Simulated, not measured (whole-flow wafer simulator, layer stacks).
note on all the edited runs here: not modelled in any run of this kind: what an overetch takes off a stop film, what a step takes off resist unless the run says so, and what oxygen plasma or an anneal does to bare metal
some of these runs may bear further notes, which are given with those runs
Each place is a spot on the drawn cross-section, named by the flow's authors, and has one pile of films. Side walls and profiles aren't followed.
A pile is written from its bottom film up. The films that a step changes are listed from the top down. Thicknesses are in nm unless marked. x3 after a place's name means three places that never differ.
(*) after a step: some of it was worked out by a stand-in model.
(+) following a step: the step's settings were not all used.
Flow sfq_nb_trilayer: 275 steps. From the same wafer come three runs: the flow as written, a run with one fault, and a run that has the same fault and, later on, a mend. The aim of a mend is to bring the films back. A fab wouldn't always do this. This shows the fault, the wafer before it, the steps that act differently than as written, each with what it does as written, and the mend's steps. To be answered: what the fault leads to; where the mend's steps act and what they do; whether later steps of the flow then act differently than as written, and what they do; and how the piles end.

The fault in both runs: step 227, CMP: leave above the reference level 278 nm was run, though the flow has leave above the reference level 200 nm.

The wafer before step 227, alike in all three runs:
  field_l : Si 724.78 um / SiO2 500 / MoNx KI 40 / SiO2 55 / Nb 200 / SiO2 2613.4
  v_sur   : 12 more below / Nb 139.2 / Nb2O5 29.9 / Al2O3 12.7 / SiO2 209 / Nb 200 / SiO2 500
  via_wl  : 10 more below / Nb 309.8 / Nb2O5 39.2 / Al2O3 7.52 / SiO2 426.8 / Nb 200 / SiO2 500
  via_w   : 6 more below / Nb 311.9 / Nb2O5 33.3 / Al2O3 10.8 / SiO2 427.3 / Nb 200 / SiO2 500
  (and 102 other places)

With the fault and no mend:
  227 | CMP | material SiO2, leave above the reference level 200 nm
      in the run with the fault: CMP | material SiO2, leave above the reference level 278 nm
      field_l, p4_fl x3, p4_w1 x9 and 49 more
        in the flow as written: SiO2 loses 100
        in the run with the fault: SiO2 loses 22
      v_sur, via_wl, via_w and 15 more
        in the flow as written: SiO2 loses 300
        in the run with the fault: SiO2 loses 222
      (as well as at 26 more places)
  Later steps of the flow acting differently than as written (4 other steps are not shown; they differ only slightly, by no more than 2% or 0.5 nm, whichever is larger):
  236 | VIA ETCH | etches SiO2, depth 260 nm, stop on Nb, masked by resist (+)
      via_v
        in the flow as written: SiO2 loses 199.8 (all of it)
        in the run with the fault: SiO2 loses 260
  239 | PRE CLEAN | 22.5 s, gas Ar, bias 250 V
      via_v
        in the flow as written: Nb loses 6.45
        in the run with the fault: SiO2 loses 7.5
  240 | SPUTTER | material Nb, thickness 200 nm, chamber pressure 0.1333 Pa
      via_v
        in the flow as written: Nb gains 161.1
        in the run with the fault: Nb gains 146.9 (new film)
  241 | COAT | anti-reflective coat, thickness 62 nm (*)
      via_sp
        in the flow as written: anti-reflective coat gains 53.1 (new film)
        in the run with the fault: anti-reflective coat gains 50 (new film)
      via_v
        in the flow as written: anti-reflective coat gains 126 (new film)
        in the run with the fault: anti-reflective coat gains 129.5 (new film)
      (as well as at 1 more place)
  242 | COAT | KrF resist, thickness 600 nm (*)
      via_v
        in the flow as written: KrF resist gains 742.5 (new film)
        in the run with the fault: KrF resist gains 801.5 (new film)
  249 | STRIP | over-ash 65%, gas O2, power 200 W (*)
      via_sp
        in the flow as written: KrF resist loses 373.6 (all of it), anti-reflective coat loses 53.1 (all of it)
        in the run with the fault: KrF resist loses 369.5 (all of it), anti-reflective coat loses 50 (all of it)
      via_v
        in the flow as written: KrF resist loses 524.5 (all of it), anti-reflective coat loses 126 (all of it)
        in the run with the fault: KrF resist loses 583.4 (all of it), anti-reflective coat loses 129.5 (all of it)
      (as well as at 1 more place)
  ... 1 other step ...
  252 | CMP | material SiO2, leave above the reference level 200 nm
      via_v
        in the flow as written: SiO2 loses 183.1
        in the run with the fault: SiO2 loses 157.1
  At field_l, v_sur, via_wl and 103 more, the piles at the end differ from the flow's by more than 2% or 0.5 nm, whichever is larger.
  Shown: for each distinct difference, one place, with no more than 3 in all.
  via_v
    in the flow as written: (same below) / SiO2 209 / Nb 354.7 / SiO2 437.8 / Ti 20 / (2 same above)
    in the run with the fault: (same below) / SiO2 209 / Nb 200 / SiO2 10.3 / Nb 146.9 / SiO2 513.3 / Ti 20 / (2 same above)
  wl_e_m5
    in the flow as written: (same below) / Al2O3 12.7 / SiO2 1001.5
    in the run with the fault: (same below) / Al2O3 12.7 / SiO2 1079.5
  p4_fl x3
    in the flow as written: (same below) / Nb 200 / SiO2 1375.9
    in the run with the fault: (same below) / Nb 200 / SiO2 1453.9

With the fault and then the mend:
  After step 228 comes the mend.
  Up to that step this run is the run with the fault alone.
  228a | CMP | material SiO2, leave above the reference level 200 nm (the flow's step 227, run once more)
      field_l, v_sur, via_wl and 103 more
        SiO2 loses 78
  Later steps of the flow that are run all act as written at every place that is followed.
  The piles end the same as the flow's at every place that both follow.
